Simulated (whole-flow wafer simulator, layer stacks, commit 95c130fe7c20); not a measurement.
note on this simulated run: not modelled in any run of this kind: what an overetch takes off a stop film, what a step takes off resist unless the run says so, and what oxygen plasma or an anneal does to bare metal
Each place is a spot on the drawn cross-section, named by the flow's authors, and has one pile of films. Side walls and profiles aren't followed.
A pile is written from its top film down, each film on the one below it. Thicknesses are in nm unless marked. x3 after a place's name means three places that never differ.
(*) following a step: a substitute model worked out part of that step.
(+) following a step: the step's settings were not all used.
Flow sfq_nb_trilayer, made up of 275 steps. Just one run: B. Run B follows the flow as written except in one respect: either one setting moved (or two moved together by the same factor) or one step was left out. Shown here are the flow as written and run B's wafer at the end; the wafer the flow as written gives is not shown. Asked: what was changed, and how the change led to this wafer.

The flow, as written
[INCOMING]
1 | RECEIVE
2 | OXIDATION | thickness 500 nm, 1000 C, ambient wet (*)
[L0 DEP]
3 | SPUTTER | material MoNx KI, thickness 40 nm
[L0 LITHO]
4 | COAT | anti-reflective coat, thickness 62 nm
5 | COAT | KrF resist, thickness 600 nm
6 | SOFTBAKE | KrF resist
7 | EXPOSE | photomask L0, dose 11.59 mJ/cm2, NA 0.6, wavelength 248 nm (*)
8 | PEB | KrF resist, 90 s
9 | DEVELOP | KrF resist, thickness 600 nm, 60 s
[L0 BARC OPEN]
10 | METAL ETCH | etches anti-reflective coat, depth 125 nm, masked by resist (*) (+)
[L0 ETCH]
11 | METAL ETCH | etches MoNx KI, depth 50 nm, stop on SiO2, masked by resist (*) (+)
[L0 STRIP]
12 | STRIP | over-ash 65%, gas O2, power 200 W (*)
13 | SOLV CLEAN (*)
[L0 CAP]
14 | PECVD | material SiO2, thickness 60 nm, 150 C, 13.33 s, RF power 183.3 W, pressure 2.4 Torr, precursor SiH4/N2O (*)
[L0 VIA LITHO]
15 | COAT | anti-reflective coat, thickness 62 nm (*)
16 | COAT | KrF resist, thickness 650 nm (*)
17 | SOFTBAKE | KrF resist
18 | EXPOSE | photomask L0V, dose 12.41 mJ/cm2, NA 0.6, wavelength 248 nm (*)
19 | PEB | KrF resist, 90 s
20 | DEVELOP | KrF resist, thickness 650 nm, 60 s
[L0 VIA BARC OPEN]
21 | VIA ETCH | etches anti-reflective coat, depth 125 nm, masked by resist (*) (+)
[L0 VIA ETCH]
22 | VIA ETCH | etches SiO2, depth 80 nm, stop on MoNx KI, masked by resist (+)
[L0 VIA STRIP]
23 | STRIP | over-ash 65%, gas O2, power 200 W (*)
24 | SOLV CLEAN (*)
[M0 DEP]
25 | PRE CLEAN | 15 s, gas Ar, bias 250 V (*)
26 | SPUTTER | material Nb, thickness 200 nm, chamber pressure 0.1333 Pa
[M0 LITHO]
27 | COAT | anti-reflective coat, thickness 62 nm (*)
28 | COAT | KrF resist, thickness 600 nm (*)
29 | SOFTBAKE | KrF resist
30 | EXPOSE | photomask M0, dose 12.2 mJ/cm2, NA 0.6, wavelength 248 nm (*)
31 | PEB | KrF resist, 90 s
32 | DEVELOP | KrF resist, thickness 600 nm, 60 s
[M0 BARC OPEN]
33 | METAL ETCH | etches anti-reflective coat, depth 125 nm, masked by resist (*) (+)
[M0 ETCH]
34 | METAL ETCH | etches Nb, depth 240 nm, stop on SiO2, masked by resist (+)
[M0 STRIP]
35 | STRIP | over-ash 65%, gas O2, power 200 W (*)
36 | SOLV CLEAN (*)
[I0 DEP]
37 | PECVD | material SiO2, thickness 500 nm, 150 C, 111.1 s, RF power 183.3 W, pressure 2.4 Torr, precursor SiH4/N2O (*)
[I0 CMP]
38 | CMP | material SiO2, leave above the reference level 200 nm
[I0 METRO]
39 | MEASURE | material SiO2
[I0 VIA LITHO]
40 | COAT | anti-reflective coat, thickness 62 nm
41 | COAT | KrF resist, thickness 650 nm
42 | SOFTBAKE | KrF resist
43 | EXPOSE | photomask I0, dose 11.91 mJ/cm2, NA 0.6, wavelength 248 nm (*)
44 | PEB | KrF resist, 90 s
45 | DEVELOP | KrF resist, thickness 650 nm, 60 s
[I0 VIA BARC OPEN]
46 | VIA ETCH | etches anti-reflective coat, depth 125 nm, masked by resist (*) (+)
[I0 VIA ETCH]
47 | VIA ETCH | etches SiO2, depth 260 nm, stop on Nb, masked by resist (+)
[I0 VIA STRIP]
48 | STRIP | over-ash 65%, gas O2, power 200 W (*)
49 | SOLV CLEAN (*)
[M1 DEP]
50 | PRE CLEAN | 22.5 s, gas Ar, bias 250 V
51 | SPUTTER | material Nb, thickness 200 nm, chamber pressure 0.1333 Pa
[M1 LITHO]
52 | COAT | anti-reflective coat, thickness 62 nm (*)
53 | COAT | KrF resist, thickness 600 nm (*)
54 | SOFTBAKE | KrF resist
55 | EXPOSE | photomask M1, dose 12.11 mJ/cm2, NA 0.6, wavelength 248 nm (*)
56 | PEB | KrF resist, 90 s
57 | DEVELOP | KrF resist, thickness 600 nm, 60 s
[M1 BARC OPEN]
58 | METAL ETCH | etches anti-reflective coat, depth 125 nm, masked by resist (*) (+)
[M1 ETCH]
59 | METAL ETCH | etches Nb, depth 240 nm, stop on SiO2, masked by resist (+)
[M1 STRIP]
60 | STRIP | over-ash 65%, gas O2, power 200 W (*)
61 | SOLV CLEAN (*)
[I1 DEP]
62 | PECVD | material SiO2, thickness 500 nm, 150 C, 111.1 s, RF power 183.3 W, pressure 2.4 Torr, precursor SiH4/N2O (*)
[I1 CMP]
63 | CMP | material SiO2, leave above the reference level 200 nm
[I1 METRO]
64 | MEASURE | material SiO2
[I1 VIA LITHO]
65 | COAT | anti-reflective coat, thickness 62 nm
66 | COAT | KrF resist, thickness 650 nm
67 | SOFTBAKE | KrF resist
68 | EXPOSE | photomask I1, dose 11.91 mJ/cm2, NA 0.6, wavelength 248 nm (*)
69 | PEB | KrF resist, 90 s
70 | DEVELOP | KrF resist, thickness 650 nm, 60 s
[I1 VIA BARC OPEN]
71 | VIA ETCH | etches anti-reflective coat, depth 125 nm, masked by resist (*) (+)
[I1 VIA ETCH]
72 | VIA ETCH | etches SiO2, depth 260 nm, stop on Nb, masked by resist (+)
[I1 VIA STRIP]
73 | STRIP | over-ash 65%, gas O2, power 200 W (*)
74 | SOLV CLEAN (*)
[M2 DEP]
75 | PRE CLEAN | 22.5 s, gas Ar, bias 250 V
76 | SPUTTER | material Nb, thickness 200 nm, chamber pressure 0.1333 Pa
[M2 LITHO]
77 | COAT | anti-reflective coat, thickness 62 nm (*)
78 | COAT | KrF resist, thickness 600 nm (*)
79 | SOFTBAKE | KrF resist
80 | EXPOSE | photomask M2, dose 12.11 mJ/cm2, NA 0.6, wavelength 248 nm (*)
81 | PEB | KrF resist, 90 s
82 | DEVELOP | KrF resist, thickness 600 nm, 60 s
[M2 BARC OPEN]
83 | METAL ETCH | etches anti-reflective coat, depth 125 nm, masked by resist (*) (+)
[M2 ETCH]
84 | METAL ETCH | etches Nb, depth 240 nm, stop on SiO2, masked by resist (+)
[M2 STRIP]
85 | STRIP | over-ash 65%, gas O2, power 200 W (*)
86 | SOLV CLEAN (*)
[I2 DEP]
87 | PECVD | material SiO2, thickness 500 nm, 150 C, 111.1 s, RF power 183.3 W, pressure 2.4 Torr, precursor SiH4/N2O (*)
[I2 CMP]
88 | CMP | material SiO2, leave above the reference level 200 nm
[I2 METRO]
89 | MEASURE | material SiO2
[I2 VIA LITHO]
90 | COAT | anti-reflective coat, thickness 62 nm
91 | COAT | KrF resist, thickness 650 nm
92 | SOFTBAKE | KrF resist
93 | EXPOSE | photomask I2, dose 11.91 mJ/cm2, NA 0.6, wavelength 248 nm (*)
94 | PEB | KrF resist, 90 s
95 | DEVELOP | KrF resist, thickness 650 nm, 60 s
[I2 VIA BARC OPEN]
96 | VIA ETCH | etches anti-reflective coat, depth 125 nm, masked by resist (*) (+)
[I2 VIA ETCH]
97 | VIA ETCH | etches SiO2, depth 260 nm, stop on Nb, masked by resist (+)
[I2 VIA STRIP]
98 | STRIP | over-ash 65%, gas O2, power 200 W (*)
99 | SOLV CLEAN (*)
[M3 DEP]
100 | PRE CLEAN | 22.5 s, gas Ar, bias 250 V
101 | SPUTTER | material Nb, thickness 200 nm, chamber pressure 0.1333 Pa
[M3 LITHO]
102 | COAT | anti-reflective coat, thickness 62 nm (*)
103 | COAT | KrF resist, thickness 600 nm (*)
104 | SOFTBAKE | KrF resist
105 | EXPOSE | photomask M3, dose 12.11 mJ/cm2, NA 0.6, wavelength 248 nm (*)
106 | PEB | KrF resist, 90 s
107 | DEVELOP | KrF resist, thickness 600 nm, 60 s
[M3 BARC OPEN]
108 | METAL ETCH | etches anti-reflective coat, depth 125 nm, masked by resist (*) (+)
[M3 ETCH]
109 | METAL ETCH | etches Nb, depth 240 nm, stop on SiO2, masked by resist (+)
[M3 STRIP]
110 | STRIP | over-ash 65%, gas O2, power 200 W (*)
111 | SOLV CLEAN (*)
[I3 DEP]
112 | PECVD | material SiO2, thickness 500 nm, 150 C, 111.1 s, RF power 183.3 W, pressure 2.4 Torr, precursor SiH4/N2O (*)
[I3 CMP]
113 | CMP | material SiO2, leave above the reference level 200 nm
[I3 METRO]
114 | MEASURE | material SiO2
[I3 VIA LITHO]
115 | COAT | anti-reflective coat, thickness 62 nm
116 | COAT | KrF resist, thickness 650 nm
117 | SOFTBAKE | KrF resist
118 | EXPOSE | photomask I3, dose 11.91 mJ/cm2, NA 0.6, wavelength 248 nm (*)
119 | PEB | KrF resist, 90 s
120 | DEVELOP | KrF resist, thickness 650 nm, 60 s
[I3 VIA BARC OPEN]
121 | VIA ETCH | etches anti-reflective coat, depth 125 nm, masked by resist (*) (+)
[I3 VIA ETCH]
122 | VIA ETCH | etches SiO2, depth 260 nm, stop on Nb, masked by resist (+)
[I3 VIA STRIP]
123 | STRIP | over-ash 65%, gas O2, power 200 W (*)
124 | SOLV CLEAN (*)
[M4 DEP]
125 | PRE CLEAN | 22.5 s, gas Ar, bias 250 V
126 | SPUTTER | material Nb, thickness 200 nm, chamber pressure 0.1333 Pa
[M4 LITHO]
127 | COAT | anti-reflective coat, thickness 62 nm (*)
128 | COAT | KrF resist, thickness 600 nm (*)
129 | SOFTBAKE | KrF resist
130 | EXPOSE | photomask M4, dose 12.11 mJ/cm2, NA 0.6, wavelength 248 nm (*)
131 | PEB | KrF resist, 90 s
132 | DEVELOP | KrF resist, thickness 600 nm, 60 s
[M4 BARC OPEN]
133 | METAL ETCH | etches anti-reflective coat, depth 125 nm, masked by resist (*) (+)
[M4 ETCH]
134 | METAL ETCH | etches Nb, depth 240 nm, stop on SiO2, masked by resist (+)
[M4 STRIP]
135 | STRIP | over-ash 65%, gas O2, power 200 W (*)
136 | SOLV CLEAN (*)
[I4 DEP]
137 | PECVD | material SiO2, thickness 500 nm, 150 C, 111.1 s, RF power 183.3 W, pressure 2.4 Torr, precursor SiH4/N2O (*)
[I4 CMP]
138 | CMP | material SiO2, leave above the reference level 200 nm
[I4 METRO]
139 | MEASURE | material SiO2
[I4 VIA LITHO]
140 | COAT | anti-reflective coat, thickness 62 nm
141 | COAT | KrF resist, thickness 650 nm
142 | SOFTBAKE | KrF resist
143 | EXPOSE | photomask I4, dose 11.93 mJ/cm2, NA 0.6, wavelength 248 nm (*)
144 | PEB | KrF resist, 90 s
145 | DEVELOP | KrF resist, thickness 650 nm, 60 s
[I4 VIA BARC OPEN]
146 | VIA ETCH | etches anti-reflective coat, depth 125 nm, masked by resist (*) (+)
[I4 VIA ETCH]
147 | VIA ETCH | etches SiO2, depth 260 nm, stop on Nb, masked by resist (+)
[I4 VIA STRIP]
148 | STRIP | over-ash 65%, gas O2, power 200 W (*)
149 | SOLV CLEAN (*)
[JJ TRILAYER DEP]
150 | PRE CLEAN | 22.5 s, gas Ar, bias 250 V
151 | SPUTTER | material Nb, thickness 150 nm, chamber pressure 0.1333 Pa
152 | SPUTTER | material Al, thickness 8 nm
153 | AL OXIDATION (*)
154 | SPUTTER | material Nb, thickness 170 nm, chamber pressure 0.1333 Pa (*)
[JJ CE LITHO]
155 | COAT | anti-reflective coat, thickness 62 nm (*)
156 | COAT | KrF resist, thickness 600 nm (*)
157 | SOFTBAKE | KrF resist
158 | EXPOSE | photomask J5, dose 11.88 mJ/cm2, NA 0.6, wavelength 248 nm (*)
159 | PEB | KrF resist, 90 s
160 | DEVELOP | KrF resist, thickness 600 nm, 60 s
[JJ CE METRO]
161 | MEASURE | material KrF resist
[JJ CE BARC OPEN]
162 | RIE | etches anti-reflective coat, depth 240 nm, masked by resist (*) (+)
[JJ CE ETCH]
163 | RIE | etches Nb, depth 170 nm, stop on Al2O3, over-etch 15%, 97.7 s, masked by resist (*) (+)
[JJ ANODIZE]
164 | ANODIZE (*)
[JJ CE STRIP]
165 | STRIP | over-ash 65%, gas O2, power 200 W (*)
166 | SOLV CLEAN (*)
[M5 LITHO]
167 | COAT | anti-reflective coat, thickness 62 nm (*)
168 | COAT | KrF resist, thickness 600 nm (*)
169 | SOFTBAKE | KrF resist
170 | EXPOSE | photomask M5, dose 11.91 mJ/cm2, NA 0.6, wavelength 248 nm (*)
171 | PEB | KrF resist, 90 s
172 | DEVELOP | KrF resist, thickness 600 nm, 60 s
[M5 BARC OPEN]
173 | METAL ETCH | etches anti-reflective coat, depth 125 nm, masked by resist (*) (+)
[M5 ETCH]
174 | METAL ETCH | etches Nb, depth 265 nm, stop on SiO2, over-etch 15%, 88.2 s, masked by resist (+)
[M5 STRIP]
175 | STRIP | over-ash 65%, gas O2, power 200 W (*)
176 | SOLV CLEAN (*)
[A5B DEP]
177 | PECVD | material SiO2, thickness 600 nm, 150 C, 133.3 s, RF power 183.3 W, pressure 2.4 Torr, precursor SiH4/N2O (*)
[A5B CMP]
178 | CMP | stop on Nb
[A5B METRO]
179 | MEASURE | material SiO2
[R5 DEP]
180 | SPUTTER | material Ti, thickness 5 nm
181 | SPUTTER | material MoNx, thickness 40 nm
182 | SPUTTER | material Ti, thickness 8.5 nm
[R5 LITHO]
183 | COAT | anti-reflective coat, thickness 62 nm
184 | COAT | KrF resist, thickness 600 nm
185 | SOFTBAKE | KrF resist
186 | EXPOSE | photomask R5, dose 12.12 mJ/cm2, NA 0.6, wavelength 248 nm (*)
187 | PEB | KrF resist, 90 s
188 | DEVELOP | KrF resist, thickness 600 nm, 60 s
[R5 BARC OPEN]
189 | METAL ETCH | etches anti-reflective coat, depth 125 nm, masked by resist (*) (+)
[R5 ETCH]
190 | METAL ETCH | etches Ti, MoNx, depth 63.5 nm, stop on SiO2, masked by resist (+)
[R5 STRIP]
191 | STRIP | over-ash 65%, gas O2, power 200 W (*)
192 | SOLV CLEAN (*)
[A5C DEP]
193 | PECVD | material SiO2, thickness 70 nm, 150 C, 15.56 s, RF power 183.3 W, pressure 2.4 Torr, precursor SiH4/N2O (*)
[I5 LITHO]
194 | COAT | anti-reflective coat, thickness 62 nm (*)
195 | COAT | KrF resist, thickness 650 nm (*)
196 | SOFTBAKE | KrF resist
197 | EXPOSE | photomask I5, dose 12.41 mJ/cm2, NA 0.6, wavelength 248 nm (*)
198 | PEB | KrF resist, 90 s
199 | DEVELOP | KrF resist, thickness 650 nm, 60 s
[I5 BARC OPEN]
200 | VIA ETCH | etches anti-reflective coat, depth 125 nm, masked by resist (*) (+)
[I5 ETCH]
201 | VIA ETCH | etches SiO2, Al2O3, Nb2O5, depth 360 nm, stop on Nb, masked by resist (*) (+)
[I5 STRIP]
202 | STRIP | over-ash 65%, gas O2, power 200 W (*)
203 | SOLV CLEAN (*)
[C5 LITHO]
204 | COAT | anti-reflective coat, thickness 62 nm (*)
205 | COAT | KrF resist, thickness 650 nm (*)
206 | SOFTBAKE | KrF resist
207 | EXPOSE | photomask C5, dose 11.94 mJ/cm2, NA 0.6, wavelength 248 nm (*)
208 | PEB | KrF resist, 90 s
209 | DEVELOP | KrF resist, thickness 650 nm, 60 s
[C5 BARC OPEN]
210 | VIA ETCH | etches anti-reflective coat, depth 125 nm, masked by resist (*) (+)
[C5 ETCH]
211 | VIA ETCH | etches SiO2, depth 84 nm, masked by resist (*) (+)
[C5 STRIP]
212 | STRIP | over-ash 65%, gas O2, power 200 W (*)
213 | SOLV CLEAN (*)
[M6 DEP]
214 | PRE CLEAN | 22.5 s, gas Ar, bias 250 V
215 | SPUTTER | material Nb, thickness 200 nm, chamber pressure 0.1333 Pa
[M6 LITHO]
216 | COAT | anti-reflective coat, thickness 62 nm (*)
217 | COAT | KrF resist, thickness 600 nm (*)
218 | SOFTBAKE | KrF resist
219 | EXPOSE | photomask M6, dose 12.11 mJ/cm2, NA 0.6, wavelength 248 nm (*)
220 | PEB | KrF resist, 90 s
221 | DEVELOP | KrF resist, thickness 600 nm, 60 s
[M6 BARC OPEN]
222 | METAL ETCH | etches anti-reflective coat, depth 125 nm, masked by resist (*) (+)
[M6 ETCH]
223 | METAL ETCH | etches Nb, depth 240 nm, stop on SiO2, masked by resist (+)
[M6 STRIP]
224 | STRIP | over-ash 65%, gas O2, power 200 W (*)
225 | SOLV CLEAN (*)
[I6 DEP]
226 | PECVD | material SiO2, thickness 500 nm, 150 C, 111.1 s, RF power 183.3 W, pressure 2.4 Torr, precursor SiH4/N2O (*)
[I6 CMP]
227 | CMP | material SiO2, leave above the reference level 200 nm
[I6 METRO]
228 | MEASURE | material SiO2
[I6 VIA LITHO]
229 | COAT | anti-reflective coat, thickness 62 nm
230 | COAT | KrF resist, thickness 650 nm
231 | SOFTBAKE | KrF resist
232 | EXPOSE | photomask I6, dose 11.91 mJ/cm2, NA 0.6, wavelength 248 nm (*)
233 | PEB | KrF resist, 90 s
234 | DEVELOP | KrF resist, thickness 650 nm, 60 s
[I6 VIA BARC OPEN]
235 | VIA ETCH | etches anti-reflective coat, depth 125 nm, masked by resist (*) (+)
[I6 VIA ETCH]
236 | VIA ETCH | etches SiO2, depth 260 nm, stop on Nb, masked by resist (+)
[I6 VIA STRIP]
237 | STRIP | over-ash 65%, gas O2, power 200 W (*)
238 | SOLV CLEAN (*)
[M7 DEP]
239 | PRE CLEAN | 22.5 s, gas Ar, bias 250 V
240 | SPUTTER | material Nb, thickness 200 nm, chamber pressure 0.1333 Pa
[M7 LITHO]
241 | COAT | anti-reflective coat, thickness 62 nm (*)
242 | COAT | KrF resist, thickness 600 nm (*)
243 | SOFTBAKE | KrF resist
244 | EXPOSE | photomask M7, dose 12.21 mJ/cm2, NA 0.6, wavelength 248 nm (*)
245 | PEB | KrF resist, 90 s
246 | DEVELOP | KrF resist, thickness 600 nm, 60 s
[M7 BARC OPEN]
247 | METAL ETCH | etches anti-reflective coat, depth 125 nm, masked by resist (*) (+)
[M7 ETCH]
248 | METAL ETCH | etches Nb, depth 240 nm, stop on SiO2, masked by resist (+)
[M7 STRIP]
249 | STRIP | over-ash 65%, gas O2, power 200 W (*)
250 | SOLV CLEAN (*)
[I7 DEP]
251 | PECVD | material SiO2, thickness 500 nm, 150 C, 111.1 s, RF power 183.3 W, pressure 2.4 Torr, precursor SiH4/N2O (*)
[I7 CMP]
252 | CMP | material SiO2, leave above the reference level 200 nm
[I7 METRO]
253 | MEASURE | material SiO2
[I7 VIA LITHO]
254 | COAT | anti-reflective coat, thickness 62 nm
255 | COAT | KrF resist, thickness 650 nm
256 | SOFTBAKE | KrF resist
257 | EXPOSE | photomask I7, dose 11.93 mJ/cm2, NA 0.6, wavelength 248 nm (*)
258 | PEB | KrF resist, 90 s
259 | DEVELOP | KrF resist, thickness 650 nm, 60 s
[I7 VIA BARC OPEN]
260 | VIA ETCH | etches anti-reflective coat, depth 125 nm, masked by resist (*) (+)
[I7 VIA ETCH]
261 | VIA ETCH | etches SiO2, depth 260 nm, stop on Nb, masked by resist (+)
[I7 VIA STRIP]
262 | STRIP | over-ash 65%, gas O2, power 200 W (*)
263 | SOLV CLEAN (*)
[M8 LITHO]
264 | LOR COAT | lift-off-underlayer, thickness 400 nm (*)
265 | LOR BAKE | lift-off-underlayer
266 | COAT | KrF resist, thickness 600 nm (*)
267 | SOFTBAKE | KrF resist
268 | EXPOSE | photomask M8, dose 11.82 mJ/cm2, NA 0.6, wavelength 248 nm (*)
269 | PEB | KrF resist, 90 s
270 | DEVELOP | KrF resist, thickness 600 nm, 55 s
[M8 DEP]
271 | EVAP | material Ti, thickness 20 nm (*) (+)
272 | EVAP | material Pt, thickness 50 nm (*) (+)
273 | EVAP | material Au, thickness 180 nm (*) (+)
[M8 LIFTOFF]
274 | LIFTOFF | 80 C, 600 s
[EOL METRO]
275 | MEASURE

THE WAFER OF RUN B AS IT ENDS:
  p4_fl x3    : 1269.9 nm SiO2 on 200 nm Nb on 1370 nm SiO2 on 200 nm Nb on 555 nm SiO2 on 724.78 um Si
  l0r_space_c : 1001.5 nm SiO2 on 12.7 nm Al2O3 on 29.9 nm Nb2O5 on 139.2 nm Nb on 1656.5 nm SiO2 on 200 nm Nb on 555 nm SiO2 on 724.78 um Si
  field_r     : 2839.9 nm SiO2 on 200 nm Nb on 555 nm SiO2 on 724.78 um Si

What caused this: step 138, CMP: leave above the reference level 94 nm was run, while the flow as written has leave above the reference level 200 nm.

The path from the change to this, step by step:
  138 | CMP | material SiO2, leave above the reference level 200 nm
      field_l, be, be_sur and 55 more: -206 SiO2 (as written it would have been: -100 SiO2)
      v_sur, via_wl, via_w and 35 more: -406 SiO2 (as written it would have been: -300 SiO2)
      (also at 10 further places)
  147 | VIA ETCH | etches SiO2, depth 260 nm, stop on Nb, masked by resist (+)
      field_l, v_sur, via_sp and 100 more: -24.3 KrF resist (as written it would have been: -44.8 KrF resist)
      via_wl, via_w, via_wr: -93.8 SiO2 (all of it) (as written it would have been: -199.8 SiO2 (all of it))
  148 | STRIP | over-ash 65%, gas O2, power 200 W (*)
      field_l, v_sur, via_sp and 100 more: -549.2 KrF resist (all of it), -62 anti-reflective coat (all of it) (as written it would have been: -528.6 KrF resist (all of it), -62 anti-reflective coat (all of it))
  151 | SPUTTER | material Nb, thickness 150 nm, chamber pressure 0.1333 Pa
      via_wl, via_w, via_wr: +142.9 Nb (as written it would have been: +130.4 Nb)
  152 | SPUTTER | material Al, thickness 8 nm
      via_wl, via_wr: +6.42 Al (new film) (as written it would have been: +5.14 Al (new film))
      via_w: +7.9 Al (new film) (as written it would have been: +7.12 Al (new film))
  154 | SPUTTER | material Nb, thickness 170 nm, chamber pressure 0.1333 Pa (*)
      via_wl, via_wr: +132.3 Nb (new film) (as written it would have been: +140.7 Nb (new film))
      via_w: +168.4 Nb (new film) (as written it would have been: +141 Nb (new film))
  155 | COAT | anti-reflective coat, thickness 62 nm (*)
      via_wl, via_wr: +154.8 anti-reflective coat (new film) (as written it would have been: +209.4 anti-reflective coat (new film))
      v_sur: +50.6 anti-reflective coat (new film) (as written it would have been: +45.1 anti-reflective coat (new film))
      (also at 2 further places)
  156 | COAT | KrF resist, thickness 600 nm (*)
      via_wl: +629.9 KrF resist (new film) (as written it would have been: +663 KrF resist (new film))
      via_w: +658.4 KrF resist (new film) (as written it would have been: +763.8 KrF resist (new film))
      (also at 1 further place)
  160 | DEVELOP | KrF resist, thickness 600 nm, 60 s
      via_wl: -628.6 KrF resist (all of it) (as written it would have been: -661.6 KrF resist (all of it))
      via_w: -657 KrF resist (all of it) (as written it would have been: -762.1 KrF resist (all of it))
      (also at 1 further place)
  162 | RIE | etches anti-reflective coat, depth 240 nm, masked by resist (*) (+)
      ce_l, c5j, ce_r, wl_jj: -154.8 KrF resist (as written it would have been: -209.4 KrF resist)
      via_wl, via_wr: -154.8 anti-reflective coat (all of it) (as written it would have been: -209.4 anti-reflective coat (all of it))
      (also at 3 further places)
  163 | RIE | etches Nb, depth 170 nm, stop on Al2O3, over-etch 15%, 97.7 s, masked by resist (*) (+)
      via_w: -168.4 Nb (all of it), -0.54 Al2O3 (as written it would have been: -141 Nb (all of it), -0.96 Al2O3 (all of it))
      via_wl, via_wr: -132.3 Nb (all of it), -0.96 Al2O3 (all of it) (as written it would have been: -140.7 Nb (all of it), -0.96 Al2O3 (all of it))
  164 | ANODIZE (*)
      via_w: +12.1 Al2O3, +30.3 Nb2O5 (new film), -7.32 Al (all of it), -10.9 Nb (as written it would have been: +10.8 Al2O3 (new film), +33.3 Nb2O5 (new film), -6.54 Al (all of it), -12 Nb)
      via_wl, via_wr: +9.63 Al2O3 (new film), +35.4 Nb2O5 (new film), -5.84 Al (all of it), -12.7 Nb (as written it would have been: +7.52 Al2O3 (new film), +39.2 Nb2O5 (new film), -4.56 Al (all of it), -14.1 Nb)
  165 | STRIP | over-ash 65%, gas O2, power 200 W (*)
      c5j, ce_r: -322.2 KrF resist (all of it), -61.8 anti-reflective coat (all of it) (as written it would have been: -266.9 KrF resist (all of it), -61.5 anti-reflective coat (all of it))
      ce_l: -322.1 KrF resist (all of it), -61.8 anti-reflective coat (all of it) (as written it would have been: -266.8 KrF resist (all of it), -61.4 anti-reflective coat (all of it))
      (also at 1 further place)
  167 | COAT | anti-reflective coat, thickness 62 nm (*)
      v_sur: +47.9 anti-reflective coat (new film) (as written it would have been: +44.9 anti-reflective coat (new film))
      via_wl: +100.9 anti-reflective coat (new film) (as written it would have been: +170.5 anti-reflective coat (new film))
      (also at 3 further places)
  168 | COAT | KrF resist, thickness 600 nm (*)
      v_sur: +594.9 KrF resist (new film) (as written it would have been: +577.9 KrF resist (new film))
      via_wl: +635.1 KrF resist (new film) (as written it would have been: +656 KrF resist (new film))
      (also at 3 further places)
  175 | STRIP | over-ash 65%, gas O2, power 200 W (*)
      v_sur: -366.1 KrF resist (all of it), -47.9 anti-reflective coat (all of it) (as written it would have been: -349.2 KrF resist (all of it), -44.9 anti-reflective coat (all of it))
      via_wl: -406.2 KrF resist (all of it), -100.9 anti-reflective coat (all of it) (as written it would have been: -427 KrF resist (all of it), -170.5 anti-reflective coat (all of it))
      (also at 3 further places)
  178 | CMP | stop on Nb
      via_wl, via_wr: -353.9 SiO2 (as written it would have been: -235.7 SiO2)
      via_w: -353.5 SiO2 (as written it would have been: -235.2 SiO2)
